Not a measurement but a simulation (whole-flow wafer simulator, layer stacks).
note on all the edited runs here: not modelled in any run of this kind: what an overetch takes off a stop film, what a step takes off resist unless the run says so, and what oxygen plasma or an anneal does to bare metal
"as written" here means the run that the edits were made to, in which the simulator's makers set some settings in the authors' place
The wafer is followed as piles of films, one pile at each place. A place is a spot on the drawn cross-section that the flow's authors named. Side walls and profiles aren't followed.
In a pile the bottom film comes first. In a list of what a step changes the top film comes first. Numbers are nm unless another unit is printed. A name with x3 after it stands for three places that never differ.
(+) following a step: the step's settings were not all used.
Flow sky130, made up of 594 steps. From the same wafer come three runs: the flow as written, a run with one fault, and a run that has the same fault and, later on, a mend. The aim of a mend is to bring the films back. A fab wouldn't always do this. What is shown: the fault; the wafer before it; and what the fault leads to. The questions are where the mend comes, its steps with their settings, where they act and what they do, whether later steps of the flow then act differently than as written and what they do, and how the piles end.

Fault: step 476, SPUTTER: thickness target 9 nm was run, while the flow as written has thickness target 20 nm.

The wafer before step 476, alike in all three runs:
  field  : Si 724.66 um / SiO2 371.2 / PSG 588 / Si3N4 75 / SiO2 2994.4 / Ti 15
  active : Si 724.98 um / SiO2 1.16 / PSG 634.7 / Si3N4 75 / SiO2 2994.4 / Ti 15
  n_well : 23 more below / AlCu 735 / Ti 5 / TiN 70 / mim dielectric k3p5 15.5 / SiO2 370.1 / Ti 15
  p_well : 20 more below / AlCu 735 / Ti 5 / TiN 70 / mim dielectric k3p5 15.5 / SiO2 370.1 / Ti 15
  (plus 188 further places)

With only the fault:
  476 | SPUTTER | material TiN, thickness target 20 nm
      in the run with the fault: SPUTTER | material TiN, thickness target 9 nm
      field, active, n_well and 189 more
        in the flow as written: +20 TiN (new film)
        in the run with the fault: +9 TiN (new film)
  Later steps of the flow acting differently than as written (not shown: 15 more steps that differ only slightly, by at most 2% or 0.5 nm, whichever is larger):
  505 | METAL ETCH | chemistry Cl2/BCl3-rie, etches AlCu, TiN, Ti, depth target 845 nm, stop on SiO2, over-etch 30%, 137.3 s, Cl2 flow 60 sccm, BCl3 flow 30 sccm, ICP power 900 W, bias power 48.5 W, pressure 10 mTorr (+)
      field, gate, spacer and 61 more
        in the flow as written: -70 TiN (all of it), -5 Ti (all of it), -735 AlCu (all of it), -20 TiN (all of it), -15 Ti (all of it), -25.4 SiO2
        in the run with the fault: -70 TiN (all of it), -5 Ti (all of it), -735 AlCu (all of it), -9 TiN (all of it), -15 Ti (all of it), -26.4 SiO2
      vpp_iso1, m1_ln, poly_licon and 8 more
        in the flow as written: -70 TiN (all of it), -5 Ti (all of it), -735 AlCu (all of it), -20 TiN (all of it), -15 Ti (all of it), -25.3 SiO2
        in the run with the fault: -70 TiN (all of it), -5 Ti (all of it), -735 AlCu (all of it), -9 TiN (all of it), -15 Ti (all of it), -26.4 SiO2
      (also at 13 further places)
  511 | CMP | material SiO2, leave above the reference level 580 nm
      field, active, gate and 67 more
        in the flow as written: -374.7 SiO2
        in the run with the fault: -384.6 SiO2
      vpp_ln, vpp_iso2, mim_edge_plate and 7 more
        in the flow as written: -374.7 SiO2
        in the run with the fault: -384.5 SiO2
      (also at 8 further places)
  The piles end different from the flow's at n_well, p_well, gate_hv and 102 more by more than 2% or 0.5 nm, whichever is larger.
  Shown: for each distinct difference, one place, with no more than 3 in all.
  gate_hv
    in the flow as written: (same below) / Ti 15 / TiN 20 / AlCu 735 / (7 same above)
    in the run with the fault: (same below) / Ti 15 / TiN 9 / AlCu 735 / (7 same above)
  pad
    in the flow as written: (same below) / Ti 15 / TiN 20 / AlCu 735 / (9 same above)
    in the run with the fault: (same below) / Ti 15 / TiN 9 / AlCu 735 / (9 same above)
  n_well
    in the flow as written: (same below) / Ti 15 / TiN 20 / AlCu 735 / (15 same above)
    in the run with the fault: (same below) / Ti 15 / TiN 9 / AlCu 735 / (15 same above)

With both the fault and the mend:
  The mend stands after step 476.
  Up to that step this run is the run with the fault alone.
  476a | SPUTTER | material TiN, thickness target 11 nm (a further turn of the flow's step 476, with different settings)
      field, active, n_well and 189 more
        +11 TiN
  None of the later steps of the flow acts differently than as written at any place that is followed.
  At every place that both follow, the piles at the end match the flow's.
